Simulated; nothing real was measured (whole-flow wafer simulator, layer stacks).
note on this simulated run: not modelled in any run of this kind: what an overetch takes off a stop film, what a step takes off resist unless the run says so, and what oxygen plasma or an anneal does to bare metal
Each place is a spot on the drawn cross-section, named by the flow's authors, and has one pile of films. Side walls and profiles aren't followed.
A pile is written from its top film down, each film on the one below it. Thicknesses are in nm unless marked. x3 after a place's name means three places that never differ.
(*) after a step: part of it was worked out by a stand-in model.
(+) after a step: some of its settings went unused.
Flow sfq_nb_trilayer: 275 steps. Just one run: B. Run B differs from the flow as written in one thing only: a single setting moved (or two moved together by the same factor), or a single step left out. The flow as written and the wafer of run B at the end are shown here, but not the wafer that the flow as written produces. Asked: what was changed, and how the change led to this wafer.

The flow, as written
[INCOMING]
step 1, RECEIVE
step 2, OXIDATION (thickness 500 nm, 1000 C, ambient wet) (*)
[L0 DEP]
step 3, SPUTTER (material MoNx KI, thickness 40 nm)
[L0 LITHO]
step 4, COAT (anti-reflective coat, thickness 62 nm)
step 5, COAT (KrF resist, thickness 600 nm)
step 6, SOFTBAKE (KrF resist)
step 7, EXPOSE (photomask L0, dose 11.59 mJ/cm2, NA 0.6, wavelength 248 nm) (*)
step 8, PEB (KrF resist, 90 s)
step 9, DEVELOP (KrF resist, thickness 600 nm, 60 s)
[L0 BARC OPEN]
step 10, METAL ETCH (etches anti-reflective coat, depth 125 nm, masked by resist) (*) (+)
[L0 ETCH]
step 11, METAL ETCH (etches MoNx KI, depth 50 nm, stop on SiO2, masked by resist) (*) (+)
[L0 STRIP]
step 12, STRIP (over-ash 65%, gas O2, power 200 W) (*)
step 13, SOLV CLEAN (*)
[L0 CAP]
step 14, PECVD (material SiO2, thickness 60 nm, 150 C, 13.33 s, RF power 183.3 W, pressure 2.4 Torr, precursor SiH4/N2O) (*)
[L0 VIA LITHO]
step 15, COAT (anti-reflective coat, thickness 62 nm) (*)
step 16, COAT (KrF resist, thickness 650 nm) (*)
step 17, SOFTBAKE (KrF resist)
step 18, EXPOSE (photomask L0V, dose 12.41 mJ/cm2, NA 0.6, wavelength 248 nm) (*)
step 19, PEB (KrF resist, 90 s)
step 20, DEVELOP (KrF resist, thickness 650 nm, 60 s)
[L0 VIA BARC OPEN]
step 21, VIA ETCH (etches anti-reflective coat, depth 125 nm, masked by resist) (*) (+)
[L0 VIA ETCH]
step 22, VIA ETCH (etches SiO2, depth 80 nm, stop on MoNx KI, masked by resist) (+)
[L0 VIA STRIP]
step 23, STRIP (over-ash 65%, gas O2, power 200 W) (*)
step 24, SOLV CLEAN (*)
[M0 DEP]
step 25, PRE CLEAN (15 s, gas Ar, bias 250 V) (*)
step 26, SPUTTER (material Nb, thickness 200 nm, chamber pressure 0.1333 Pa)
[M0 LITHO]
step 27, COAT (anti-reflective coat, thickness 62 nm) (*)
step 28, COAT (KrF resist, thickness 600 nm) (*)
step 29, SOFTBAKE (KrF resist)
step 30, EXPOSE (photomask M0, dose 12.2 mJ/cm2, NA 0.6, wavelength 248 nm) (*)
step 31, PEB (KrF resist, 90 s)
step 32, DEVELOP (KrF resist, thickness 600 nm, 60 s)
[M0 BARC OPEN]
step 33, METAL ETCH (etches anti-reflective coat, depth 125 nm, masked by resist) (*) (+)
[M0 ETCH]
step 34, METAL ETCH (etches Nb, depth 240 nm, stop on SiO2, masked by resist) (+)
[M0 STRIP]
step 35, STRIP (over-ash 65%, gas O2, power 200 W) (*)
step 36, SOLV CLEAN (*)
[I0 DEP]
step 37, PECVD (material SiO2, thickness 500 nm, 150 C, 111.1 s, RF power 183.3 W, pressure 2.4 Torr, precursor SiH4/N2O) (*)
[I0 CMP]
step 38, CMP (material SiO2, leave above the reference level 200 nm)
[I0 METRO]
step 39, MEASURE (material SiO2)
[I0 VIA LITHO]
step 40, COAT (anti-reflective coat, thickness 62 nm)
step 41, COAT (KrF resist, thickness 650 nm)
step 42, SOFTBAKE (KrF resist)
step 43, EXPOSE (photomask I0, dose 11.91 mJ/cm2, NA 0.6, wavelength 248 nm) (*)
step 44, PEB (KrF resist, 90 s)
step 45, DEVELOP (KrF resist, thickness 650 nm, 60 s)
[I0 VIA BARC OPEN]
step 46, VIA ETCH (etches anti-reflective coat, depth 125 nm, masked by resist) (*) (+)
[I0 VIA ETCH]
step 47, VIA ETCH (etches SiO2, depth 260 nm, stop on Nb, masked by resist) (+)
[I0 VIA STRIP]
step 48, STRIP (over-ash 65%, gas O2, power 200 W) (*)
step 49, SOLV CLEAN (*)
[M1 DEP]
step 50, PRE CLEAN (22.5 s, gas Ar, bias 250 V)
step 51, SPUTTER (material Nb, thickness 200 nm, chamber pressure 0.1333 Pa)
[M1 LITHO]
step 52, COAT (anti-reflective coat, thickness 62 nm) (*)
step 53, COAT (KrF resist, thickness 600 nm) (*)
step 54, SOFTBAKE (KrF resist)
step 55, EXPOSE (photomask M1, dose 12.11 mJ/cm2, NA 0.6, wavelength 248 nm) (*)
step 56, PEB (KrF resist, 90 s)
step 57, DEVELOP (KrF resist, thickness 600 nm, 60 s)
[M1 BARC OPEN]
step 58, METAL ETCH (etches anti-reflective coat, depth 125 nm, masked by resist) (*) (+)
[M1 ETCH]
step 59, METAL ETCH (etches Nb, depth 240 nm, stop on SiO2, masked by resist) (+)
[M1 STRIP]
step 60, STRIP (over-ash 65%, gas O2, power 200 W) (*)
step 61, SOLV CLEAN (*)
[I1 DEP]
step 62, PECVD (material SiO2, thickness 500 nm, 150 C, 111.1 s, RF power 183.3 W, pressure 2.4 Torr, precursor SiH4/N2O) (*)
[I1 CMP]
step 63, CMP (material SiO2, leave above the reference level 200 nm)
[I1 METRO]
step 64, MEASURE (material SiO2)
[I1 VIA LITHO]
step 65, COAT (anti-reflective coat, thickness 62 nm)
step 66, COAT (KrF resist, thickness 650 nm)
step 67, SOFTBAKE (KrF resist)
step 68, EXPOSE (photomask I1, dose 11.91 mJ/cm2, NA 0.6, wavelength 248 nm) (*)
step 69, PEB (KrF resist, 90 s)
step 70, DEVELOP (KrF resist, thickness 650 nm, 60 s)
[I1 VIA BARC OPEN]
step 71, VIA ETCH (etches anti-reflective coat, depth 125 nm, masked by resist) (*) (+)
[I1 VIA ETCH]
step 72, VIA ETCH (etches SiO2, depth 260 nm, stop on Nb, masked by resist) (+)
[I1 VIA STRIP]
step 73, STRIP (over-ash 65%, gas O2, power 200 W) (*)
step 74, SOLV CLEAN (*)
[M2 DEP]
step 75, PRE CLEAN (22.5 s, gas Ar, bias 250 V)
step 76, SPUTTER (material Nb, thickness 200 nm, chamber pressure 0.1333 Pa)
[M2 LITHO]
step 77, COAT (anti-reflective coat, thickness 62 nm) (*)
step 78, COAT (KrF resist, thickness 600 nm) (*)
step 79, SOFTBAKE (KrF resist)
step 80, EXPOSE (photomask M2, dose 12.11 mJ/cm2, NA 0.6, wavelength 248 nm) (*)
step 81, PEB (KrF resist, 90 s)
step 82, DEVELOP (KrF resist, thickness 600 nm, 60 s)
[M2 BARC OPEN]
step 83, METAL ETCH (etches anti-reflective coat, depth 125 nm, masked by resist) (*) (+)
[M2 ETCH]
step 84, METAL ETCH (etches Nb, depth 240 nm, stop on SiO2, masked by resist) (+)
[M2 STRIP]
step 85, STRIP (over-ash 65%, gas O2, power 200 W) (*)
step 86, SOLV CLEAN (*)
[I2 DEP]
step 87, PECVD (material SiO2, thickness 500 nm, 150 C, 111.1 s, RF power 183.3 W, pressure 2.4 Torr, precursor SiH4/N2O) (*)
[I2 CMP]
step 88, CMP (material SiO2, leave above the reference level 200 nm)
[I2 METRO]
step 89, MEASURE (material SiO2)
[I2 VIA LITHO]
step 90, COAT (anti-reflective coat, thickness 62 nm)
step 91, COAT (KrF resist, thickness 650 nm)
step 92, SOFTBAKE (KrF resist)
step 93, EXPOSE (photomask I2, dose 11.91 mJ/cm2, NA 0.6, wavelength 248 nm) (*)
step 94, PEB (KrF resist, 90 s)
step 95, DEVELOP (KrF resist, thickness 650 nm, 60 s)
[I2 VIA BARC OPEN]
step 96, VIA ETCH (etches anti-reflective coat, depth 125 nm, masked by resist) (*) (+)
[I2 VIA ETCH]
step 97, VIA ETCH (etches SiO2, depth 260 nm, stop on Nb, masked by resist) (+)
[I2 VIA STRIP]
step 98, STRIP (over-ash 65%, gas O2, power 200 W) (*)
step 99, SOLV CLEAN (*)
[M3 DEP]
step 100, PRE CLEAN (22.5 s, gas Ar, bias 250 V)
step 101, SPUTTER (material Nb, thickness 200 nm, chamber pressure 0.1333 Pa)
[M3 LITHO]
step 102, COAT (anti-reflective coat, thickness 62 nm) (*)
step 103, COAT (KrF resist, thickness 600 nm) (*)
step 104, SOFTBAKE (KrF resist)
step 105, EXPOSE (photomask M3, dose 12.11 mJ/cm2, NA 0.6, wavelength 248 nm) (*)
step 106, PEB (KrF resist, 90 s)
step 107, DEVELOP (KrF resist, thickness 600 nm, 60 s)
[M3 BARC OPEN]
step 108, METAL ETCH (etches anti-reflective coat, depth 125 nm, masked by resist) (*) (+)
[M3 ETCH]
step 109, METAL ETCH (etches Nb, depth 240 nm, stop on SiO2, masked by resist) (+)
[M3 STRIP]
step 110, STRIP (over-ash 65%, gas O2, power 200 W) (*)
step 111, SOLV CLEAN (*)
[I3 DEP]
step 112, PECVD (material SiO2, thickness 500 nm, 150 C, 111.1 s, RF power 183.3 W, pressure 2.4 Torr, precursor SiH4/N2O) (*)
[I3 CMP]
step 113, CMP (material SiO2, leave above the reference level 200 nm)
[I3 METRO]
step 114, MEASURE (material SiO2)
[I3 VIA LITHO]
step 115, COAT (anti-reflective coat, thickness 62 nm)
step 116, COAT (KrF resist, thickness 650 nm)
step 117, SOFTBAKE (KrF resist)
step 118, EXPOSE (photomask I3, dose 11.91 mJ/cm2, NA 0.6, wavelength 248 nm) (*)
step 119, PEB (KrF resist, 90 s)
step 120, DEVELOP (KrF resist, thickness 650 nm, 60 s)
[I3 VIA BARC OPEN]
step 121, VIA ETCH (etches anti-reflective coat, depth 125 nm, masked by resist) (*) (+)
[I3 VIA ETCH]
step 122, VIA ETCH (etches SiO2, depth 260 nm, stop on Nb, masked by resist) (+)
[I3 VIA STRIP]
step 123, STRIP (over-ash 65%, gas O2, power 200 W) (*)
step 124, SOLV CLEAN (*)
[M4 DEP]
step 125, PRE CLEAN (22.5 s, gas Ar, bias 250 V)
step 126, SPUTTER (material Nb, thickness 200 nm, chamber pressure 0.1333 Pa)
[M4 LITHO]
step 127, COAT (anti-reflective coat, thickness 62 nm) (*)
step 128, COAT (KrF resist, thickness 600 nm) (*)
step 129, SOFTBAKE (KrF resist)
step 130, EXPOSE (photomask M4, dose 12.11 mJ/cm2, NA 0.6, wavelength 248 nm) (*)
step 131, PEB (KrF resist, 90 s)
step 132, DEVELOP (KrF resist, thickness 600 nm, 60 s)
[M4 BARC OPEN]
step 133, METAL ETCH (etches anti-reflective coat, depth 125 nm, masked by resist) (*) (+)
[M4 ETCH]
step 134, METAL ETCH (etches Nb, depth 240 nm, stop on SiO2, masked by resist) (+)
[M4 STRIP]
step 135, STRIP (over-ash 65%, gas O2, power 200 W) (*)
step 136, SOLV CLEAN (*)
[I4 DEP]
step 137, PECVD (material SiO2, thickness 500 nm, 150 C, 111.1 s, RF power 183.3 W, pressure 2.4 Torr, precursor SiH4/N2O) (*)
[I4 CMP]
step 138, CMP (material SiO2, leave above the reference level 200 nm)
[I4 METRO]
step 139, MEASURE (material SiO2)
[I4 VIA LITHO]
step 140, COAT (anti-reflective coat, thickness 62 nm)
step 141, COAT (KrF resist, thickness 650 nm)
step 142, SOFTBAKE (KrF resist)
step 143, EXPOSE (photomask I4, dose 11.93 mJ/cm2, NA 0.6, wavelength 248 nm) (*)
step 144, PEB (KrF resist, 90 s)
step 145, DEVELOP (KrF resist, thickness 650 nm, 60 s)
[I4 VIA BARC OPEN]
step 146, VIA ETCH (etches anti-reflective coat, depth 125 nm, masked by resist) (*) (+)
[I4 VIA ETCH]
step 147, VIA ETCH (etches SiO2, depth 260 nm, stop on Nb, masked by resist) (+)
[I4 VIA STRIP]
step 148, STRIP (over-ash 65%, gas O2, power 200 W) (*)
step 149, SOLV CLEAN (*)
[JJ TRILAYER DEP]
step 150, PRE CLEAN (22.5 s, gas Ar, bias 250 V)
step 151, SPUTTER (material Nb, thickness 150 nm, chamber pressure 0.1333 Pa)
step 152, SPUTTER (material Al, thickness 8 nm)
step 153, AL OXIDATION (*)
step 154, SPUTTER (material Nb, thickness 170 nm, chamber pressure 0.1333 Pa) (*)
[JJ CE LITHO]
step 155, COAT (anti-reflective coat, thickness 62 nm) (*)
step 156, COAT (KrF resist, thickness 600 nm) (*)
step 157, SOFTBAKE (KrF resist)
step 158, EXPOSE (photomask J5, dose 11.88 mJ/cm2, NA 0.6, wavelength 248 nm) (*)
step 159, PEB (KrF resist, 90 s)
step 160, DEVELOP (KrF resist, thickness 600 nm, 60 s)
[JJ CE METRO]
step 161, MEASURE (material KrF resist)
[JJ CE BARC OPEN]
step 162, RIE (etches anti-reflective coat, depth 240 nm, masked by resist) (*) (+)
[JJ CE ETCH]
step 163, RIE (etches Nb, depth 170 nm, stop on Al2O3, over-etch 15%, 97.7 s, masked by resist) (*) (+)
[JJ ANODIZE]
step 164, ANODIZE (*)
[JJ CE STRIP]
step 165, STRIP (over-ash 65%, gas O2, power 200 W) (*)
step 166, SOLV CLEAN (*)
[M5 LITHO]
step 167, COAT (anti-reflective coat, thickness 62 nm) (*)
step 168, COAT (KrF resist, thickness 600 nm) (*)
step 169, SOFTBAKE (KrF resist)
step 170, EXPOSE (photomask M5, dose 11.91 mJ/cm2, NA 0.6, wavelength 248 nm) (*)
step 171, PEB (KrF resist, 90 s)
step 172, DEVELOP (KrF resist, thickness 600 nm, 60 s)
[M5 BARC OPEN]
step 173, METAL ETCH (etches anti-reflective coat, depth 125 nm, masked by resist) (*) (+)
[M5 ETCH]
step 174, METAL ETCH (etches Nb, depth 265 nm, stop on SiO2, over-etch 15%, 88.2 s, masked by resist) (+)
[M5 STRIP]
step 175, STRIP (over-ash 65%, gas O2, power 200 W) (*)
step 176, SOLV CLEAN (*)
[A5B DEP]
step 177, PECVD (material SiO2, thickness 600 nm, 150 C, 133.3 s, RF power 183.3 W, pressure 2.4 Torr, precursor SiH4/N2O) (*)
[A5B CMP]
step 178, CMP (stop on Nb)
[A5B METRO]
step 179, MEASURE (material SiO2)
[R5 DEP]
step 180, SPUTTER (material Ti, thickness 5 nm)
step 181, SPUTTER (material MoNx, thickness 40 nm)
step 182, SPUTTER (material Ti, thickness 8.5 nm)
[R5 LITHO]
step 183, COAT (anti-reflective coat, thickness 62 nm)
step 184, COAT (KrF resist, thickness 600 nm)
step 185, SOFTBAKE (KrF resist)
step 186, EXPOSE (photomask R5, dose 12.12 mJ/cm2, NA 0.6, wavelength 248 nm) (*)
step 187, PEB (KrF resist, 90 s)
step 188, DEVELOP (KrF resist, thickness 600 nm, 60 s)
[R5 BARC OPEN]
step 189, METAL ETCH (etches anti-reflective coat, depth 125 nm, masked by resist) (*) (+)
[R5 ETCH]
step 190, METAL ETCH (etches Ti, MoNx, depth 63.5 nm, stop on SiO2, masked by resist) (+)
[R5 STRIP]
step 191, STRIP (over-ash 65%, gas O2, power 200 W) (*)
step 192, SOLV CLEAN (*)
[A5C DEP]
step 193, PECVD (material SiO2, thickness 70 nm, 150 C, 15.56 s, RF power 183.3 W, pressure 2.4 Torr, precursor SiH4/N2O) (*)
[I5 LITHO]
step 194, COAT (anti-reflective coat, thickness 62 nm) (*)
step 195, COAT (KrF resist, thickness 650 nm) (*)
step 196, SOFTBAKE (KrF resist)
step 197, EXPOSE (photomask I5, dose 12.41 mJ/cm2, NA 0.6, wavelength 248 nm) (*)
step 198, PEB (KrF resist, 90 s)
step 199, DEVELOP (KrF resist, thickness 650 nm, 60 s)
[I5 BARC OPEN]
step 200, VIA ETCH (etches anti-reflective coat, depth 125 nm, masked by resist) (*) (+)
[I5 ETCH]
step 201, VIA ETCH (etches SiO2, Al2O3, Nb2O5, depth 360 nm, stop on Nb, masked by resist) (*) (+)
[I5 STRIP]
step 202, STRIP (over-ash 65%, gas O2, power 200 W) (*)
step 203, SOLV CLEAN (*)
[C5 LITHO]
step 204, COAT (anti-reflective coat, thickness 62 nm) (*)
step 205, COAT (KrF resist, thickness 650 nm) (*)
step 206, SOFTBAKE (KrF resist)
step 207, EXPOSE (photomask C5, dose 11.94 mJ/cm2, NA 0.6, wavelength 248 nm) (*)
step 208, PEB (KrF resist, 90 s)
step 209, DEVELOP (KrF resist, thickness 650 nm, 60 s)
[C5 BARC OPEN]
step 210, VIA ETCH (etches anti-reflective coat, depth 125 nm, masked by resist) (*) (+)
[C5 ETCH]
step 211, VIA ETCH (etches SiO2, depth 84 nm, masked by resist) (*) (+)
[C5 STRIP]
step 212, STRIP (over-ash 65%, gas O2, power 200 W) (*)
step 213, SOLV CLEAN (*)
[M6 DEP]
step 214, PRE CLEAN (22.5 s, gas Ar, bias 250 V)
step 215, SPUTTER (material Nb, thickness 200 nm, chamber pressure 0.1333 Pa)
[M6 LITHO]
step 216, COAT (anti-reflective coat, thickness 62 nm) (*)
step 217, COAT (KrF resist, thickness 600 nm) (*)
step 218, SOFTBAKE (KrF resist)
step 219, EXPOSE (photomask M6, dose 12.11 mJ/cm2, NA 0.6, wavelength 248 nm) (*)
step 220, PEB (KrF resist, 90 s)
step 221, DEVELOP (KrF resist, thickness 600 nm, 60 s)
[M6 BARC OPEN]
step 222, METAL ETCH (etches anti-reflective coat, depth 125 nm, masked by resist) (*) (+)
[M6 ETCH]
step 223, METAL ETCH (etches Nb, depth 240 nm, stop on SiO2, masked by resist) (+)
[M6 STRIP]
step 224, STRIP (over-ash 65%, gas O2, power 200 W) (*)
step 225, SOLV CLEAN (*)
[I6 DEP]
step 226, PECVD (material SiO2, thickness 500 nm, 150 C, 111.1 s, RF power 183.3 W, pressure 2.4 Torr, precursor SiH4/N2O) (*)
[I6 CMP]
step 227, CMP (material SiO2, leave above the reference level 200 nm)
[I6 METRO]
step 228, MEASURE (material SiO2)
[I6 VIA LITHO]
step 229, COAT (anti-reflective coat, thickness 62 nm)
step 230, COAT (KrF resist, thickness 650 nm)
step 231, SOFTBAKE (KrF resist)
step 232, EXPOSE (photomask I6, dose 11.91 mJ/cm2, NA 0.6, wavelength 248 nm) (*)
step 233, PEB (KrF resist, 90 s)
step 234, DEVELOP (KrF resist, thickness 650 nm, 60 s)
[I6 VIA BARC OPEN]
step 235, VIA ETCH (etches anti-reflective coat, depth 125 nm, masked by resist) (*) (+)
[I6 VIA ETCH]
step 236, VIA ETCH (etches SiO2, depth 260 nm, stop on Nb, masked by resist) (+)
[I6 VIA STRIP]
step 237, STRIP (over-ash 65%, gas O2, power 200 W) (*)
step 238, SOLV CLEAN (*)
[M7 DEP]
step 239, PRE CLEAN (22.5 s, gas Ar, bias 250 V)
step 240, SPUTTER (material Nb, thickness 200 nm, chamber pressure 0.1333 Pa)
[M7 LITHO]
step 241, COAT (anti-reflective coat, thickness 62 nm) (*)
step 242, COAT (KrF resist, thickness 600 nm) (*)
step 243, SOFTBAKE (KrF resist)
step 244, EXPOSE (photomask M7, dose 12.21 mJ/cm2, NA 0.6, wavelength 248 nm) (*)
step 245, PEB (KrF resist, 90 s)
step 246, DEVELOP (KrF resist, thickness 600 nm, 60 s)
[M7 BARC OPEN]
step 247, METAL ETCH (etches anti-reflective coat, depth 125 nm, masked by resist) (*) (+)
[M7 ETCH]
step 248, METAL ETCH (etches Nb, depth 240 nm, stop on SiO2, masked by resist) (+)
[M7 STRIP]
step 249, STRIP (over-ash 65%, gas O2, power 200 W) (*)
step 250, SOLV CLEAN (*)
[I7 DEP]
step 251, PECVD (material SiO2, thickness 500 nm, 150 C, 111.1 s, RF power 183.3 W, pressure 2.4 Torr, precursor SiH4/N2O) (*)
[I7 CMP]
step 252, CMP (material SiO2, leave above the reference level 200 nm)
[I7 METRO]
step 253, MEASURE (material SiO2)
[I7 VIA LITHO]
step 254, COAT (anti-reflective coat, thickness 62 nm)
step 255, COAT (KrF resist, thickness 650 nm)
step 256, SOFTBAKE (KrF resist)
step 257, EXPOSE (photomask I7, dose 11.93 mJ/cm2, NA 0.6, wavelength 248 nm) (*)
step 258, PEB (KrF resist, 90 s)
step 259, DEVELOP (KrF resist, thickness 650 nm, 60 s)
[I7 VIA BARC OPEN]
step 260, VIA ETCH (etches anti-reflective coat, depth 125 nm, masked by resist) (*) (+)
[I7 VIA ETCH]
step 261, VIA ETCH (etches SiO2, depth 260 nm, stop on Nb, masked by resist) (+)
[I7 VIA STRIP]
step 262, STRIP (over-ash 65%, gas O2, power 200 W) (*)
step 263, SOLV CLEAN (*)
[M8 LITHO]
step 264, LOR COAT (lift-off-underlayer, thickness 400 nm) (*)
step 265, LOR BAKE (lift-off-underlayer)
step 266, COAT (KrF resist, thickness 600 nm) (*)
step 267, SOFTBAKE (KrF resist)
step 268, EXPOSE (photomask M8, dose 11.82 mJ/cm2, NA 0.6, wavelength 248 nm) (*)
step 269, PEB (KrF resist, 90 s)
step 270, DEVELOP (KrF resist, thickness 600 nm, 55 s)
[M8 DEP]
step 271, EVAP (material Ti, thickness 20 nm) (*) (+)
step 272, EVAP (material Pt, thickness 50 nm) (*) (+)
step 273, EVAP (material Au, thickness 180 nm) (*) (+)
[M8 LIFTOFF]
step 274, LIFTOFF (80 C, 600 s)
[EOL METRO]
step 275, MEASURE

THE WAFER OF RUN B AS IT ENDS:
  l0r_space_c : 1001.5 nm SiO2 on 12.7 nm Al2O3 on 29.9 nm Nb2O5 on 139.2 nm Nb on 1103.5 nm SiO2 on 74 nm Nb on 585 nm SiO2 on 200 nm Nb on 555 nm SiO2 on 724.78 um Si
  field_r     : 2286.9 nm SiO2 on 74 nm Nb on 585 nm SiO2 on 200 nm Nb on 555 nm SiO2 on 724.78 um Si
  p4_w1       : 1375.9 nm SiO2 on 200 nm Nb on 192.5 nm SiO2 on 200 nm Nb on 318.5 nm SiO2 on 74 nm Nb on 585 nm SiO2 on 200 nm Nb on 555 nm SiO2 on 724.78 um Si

What caused this: step 84, METAL ETCH: depth 126 nm was run, though the flow has depth 240 nm.

Step by step, how the change led to this:
  step 84, METAL ETCH (etches Nb, depth 240 nm, stop on SiO2, masked by resist) (+)
      field_l, be, be_sur and 81 more: Nb loses 126 (as written it would have been: Nb loses 200 (all of it))
      v_sur, via_wl, via_w and 19 more: KrF resist loses 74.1 (as written it would have been: KrF resist loses 141.2)
  step 85, STRIP (over-ash 65%, gas O2, power 200 W) (*)
      wl_j_sl, wl_jj, wl_j_sr and 12 more: KrF resist loses 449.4 (all of it), anti-reflective coat loses 62 (all of it) (as written it would have been: KrF resist loses 382.4 (all of it), anti-reflective coat loses 62 (all of it))
      v_sur: KrF resist loses 447.1 (all of it), anti-reflective coat loses 61.4 (all of it) (as written it would have been: KrF resist loses 380 (all of it), anti-reflective coat loses 61.4 (all of it))
      (also at 6 further places)
  step 87, PECVD (material SiO2, thickness 500 nm, 150 C, 111.1 s, RF power 183.3 W, pressure 2.4 Torr, precursor SiH4/N2O) (*)
      field_l, be, be_sur and 81 more: SiO2 gains 500 (new film) (as written it would have been: SiO2 gains 500)
  step 88, CMP (material SiO2, leave above the reference level 200 nm)
      field_l, be, be_sur and 81 more: SiO2 loses 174 (as written it would have been: SiO2 loses 100)
With metal films that touch counted as one body, l0r_space_c has 3 bodies (between them, from the top down: SiO2 1103.5; SiO2 585); the flow as written gives 2 bodies (between them, from the top down: SiO2 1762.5).
With metal films that touch counted as one body, field_r has 2 bodies (between them, from the top down: SiO2 585); the flow as written gives 1 body.
With metal films that touch counted as one body, p4_w1 has 4 bodies (between them, from the top down: SiO2 192.5; SiO2 318.5; SiO2 585); the flow as written gives 3 bodies (between them, from the top down: SiO2 192.5; SiO2 977.5).
